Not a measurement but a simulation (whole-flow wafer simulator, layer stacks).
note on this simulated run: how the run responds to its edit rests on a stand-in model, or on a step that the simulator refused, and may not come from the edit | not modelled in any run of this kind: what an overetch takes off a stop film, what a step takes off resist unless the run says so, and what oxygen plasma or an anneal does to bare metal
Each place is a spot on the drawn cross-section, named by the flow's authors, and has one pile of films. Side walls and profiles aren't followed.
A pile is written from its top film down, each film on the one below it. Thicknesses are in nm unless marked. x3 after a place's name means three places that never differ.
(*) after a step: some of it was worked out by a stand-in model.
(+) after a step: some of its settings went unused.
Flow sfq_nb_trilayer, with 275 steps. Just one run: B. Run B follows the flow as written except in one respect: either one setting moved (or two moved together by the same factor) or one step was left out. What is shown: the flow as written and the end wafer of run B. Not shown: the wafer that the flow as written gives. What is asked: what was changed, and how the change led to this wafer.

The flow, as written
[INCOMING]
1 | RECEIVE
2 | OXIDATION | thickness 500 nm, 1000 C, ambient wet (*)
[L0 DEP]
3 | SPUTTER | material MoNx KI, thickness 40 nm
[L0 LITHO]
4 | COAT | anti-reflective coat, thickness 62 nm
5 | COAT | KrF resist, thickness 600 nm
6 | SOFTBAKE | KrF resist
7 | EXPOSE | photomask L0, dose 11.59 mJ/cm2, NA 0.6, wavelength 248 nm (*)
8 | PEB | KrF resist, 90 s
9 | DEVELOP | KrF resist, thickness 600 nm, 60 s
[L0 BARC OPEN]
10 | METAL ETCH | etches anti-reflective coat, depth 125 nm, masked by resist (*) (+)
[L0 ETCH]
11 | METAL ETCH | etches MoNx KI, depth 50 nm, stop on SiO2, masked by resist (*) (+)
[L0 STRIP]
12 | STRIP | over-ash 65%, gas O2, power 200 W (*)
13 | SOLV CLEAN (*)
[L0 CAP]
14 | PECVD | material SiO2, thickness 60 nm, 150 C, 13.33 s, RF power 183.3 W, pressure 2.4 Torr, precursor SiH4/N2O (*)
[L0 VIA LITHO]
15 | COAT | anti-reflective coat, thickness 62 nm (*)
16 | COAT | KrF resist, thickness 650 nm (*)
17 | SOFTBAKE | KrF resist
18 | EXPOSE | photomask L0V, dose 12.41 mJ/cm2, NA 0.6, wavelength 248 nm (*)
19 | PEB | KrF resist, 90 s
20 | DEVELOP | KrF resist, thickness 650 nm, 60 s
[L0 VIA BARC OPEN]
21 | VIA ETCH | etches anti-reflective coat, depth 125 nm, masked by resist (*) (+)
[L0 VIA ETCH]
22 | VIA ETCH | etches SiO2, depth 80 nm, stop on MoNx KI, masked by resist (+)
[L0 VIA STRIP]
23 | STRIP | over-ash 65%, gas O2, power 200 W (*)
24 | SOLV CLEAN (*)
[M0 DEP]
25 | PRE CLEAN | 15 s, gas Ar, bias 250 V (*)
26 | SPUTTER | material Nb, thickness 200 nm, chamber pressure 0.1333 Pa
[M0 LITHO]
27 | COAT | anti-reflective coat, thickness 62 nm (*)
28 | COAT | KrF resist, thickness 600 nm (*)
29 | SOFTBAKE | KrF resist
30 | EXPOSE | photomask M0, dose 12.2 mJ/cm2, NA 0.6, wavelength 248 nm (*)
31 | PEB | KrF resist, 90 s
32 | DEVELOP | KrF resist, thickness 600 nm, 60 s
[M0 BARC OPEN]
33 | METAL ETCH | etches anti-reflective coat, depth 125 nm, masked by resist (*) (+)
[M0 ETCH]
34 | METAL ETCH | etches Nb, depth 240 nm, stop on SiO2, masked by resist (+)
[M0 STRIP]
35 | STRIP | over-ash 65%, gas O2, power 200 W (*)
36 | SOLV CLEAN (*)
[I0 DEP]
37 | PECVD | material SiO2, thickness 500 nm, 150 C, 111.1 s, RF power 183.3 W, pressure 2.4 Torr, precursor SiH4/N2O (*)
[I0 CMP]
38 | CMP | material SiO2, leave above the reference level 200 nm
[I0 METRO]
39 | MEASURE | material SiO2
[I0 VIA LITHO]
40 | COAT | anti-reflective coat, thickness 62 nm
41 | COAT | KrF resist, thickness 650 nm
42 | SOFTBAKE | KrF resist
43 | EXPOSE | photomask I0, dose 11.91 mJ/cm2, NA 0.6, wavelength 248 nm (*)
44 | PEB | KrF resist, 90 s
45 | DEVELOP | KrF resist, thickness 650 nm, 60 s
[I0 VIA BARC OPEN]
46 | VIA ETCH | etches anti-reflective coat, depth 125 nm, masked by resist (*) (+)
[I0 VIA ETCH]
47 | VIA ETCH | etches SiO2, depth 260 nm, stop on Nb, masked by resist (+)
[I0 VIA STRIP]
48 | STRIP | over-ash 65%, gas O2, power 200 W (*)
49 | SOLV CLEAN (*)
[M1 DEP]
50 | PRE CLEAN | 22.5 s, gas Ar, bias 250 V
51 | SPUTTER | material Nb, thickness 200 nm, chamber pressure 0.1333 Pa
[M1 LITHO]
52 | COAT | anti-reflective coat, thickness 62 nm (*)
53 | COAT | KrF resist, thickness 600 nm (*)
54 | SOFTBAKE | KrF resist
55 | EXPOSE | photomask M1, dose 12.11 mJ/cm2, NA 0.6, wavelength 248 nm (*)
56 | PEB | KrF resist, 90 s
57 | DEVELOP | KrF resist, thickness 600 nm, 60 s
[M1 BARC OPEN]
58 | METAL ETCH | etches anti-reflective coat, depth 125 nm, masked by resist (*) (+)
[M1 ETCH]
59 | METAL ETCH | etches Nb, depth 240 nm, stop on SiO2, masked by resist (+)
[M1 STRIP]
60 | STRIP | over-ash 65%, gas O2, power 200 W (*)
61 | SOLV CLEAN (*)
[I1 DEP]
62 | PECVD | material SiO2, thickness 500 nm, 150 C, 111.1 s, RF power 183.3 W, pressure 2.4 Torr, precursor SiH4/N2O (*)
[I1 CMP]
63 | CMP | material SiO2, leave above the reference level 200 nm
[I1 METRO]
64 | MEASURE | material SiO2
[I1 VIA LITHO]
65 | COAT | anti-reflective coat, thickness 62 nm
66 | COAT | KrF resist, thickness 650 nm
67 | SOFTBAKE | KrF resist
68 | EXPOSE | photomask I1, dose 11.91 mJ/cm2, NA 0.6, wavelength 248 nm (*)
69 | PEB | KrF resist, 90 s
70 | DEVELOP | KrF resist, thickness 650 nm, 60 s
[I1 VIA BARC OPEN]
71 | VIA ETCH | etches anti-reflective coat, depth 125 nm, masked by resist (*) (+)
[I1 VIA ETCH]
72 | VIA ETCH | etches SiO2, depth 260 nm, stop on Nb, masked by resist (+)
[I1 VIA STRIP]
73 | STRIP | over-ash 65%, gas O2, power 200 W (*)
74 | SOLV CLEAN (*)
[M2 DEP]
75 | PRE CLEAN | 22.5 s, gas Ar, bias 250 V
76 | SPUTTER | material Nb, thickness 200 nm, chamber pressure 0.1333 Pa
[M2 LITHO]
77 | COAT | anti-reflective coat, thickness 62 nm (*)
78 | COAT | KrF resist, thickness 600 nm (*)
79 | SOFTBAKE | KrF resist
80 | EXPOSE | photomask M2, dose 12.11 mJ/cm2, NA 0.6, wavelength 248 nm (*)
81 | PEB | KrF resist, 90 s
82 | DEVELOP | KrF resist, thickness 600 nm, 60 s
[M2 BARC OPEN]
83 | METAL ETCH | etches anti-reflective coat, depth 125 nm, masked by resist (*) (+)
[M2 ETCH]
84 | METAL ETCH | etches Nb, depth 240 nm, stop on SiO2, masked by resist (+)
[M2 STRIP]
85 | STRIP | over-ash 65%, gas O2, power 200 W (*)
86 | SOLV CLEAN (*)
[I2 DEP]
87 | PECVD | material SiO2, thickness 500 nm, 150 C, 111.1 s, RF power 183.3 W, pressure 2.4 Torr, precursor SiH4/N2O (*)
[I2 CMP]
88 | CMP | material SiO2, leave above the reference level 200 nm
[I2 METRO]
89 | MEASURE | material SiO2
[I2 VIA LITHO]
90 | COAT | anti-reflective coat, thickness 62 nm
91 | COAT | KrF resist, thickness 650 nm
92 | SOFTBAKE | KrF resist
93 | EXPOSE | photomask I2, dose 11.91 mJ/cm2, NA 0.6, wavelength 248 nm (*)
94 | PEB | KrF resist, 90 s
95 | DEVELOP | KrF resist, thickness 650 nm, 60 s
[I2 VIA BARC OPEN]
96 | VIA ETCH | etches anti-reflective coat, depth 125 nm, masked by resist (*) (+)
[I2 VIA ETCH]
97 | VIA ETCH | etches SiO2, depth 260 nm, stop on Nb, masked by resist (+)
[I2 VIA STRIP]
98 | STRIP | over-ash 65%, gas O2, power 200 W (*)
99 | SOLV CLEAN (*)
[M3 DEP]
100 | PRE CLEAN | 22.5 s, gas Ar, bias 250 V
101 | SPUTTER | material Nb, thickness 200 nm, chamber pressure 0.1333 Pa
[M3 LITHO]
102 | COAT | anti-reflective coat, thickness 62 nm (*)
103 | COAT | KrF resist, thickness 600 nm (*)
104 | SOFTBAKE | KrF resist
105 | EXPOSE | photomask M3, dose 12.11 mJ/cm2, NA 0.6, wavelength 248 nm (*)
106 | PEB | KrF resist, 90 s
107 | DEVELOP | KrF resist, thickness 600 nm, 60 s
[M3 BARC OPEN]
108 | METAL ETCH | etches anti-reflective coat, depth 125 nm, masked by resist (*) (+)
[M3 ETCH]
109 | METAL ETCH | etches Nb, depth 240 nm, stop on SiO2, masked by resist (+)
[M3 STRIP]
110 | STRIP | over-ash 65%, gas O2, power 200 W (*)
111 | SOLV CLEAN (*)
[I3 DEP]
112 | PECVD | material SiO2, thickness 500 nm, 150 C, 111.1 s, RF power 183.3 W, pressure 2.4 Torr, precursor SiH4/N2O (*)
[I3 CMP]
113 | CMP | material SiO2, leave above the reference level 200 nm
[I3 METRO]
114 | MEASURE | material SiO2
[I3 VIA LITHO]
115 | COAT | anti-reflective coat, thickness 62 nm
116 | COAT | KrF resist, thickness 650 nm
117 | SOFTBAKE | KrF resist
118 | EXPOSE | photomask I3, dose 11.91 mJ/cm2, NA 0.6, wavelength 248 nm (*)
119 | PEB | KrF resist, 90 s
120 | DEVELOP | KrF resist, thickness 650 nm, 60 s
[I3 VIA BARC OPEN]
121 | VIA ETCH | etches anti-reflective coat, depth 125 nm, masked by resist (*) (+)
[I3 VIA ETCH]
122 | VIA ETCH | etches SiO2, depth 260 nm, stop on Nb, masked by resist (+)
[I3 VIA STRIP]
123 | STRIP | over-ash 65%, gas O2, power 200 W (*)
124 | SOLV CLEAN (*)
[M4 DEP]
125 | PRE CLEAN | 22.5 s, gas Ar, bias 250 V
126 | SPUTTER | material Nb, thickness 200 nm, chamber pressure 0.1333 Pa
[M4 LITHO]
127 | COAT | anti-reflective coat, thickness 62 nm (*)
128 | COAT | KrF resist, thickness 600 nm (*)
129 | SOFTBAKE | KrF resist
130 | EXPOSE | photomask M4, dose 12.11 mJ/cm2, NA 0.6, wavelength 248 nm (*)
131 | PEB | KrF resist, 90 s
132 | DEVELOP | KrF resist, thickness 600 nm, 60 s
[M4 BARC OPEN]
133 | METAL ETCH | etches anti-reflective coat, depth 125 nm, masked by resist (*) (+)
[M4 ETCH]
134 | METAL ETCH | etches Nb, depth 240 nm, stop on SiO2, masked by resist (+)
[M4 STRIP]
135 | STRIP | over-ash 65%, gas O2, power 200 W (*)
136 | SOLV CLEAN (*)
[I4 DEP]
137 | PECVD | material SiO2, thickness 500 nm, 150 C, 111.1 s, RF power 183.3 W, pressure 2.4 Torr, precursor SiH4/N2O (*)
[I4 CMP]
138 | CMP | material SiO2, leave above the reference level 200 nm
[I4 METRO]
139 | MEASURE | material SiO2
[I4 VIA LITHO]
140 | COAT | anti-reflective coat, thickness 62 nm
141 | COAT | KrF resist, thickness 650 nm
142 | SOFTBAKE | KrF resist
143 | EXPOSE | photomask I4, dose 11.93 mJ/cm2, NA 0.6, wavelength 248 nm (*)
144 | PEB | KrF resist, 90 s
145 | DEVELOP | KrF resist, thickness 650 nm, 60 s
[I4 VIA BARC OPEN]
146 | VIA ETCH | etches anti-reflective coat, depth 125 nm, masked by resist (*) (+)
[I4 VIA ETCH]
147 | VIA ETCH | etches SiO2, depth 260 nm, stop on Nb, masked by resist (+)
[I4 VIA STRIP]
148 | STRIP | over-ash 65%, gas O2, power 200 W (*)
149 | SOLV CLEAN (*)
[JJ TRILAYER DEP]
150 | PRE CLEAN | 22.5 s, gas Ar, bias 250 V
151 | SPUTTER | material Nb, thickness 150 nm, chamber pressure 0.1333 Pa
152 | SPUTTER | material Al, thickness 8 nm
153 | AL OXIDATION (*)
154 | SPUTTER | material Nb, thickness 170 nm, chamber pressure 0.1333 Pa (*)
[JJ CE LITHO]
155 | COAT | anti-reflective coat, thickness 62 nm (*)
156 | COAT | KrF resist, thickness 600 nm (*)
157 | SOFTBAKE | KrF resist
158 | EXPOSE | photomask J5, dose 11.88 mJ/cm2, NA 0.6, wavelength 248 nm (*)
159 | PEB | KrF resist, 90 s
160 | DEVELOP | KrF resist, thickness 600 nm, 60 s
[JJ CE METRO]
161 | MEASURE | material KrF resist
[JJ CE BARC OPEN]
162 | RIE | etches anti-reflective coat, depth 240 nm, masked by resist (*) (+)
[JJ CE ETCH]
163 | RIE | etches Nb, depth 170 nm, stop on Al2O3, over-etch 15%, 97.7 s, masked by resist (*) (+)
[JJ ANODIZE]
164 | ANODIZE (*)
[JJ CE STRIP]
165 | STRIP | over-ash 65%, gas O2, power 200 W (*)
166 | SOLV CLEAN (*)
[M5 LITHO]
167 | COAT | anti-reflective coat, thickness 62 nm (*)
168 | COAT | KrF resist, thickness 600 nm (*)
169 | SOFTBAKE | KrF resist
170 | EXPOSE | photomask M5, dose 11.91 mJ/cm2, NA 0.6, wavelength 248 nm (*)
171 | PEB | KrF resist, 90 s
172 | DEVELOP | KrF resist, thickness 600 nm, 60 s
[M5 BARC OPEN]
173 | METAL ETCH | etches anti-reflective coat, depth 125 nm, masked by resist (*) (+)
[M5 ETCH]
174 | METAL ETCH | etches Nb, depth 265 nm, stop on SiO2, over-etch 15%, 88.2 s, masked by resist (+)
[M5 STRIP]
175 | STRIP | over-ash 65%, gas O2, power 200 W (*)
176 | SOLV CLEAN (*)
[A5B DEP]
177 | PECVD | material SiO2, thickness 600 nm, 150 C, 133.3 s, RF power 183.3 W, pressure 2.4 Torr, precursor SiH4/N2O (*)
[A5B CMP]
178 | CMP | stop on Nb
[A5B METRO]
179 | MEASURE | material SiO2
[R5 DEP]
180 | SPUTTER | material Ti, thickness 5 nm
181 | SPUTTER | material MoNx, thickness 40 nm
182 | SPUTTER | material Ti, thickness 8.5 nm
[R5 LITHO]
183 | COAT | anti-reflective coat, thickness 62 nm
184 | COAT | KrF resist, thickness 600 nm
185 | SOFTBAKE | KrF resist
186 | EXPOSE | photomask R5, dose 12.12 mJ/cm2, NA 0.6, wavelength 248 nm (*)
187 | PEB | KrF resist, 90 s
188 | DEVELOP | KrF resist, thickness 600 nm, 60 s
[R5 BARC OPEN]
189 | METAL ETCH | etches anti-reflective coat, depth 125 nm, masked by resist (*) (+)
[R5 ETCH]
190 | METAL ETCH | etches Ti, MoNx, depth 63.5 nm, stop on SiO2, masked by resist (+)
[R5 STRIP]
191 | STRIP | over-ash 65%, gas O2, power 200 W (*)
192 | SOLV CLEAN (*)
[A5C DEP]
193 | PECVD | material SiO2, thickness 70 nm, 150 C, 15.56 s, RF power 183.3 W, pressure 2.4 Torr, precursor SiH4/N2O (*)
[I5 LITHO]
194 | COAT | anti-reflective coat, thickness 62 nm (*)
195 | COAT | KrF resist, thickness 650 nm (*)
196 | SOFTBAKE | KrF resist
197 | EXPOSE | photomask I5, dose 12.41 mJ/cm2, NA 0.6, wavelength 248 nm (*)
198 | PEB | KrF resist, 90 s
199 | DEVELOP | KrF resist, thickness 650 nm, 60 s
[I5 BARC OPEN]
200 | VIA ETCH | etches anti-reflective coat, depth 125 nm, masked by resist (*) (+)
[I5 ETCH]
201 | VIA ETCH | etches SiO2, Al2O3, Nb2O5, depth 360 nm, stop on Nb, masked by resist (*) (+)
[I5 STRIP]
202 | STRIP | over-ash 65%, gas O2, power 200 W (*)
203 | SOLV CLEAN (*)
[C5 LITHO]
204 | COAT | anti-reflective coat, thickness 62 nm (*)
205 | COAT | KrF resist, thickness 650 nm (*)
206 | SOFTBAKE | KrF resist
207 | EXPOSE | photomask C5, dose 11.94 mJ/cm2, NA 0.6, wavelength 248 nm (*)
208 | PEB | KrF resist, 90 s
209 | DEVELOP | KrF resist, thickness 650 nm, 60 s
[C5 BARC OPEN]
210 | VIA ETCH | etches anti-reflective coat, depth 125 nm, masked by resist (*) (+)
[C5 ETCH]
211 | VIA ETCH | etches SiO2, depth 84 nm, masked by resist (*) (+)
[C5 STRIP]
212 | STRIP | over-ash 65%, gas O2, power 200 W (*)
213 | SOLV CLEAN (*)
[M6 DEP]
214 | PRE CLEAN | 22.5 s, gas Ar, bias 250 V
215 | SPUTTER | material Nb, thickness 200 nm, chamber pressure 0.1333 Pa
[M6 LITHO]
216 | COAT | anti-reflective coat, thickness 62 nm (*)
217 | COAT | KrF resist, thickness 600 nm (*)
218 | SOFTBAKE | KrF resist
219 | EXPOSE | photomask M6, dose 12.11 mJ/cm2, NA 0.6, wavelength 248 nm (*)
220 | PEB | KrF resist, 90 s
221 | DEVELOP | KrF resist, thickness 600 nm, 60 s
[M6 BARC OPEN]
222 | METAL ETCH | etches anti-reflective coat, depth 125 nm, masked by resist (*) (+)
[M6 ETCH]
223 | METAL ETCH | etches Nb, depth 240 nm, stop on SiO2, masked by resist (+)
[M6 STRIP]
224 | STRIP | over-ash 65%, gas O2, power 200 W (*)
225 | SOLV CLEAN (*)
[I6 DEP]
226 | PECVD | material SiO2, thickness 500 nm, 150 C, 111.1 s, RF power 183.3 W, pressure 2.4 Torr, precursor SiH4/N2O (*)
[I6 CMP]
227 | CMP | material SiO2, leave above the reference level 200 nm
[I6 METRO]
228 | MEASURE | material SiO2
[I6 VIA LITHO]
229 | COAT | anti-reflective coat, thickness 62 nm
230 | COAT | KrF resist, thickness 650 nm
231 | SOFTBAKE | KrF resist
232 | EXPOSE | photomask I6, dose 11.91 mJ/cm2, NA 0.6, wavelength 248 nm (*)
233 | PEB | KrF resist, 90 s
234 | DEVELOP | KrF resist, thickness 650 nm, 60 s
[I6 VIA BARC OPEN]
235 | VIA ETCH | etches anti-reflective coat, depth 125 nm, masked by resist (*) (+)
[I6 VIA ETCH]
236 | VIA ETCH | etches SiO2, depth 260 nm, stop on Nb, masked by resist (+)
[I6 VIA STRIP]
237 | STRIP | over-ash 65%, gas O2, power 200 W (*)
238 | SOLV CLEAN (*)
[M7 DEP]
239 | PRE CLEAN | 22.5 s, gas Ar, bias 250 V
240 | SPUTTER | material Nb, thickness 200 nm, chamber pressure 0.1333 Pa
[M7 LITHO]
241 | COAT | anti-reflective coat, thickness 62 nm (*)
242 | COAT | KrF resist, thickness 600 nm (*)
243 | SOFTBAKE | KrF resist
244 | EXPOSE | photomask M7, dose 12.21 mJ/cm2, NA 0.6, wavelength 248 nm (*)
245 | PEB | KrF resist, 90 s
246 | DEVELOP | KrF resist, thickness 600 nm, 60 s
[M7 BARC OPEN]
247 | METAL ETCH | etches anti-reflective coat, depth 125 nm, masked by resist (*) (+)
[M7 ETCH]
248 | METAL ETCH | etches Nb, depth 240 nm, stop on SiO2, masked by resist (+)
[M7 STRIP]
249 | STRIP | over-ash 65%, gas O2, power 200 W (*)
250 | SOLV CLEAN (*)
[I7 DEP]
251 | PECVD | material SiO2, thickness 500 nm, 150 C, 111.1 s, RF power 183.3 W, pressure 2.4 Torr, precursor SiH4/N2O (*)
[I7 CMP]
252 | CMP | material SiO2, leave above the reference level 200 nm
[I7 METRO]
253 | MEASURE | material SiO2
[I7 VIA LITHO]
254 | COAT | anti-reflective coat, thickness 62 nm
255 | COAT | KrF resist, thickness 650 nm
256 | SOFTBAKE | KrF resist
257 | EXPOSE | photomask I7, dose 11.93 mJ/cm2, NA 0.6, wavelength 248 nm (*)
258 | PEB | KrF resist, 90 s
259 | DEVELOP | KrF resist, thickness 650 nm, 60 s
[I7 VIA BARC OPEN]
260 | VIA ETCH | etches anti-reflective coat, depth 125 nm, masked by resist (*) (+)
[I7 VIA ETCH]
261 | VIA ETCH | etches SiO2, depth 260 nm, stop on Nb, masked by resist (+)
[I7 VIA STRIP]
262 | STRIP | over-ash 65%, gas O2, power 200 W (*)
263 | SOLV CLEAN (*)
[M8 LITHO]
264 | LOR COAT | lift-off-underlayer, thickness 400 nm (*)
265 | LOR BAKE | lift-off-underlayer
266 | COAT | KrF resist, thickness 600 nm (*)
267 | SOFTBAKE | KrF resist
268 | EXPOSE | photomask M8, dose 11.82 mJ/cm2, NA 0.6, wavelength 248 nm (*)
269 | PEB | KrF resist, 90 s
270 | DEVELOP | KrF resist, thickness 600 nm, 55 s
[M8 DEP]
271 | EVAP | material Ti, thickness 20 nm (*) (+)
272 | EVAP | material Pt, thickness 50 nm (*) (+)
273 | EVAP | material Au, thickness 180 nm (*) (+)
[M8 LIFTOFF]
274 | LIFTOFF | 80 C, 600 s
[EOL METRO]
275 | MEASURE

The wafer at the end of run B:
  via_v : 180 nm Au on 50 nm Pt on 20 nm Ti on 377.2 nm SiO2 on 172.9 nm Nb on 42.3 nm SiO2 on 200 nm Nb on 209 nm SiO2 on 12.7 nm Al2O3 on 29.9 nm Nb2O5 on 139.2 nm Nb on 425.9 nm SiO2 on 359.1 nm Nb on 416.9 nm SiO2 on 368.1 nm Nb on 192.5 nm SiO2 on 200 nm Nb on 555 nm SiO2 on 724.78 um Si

What caused this: step 236, VIA ETCH: depth 150 nm was run, while the flow as written has depth 260 nm.

Step by step, how the change led to this:
  236 | VIA ETCH | etches SiO2, depth 260 nm, stop on Nb, masked by resist (+)
      via_v: -150 SiO2 (as written it would have been: -199.8 SiO2 (all of it))
      field_l, v_sur, via_wl and 102 more: -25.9 KrF resist (as written it would have been: -44.8 KrF resist)
  237 | STRIP | over-ash 65%, gas O2, power 200 W (*)
      field_l, v_sur, via_wl and 102 more: -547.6 KrF resist (all of it), -62 anti-reflective coat (all of it) (as written it would have been: -528.6 KrF resist (all of it), -62 anti-reflective coat (all of it))
  239 | PRE CLEAN | 22.5 s, gas Ar, bias 250 V
      via_v: -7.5 SiO2 (as written it would have been: -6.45 Nb)
  240 | SPUTTER | material Nb, thickness 200 nm, chamber pressure 0.1333 Pa
      via_v: +172.9 Nb (new film) (as written it would have been: +161.1 Nb)
  241 | COAT | anti-reflective coat, thickness 62 nm (*)
      via_v: +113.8 anti-reflective coat (new film) (as written it would have been: +126 anti-reflective coat (new film))
  242 | COAT | KrF resist, thickness 600 nm (*)
      via_v: +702 KrF resist (new film) (as written it would have been: +742.5 KrF resist (new film))
  249 | STRIP | over-ash 65%, gas O2, power 200 W (*)
      via_v: -484.2 KrF resist (all of it), -113.8 anti-reflective coat (all of it) (as written it would have been: -524.5 KrF resist (all of it), -126 anti-reflective coat (all of it))
  251 | PECVD | material SiO2, thickness 500 nm, 150 C, 111.1 s, RF power 183.3 W, pressure 2.4 Torr, precursor SiH4/N2O (*)
      via_v: +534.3 SiO2 (new film) (as written it would have been: +621 SiO2 (new film))
  252 | CMP | material SiO2, leave above the reference level 200 nm
      via_v: -157.1 SiO2 (as written it would have been: -183.1 SiO2)
With metal films that touch counted as one body, via_v has 7 bodies (between them, from the top down: SiO2 377.2; SiO2 42.3; SiO2 209 / Al2O3 12.7 / Nb2O5 29.9; SiO2 425.9; SiO2 416.9; SiO2 192.5); the flow as written gives 6 bodies (between them, from the top down: SiO2 437.8; SiO2 209 / Al2O3 12.7 / Nb2O5 29.9; SiO2 425.9; SiO2 416.9; SiO2 192.5).
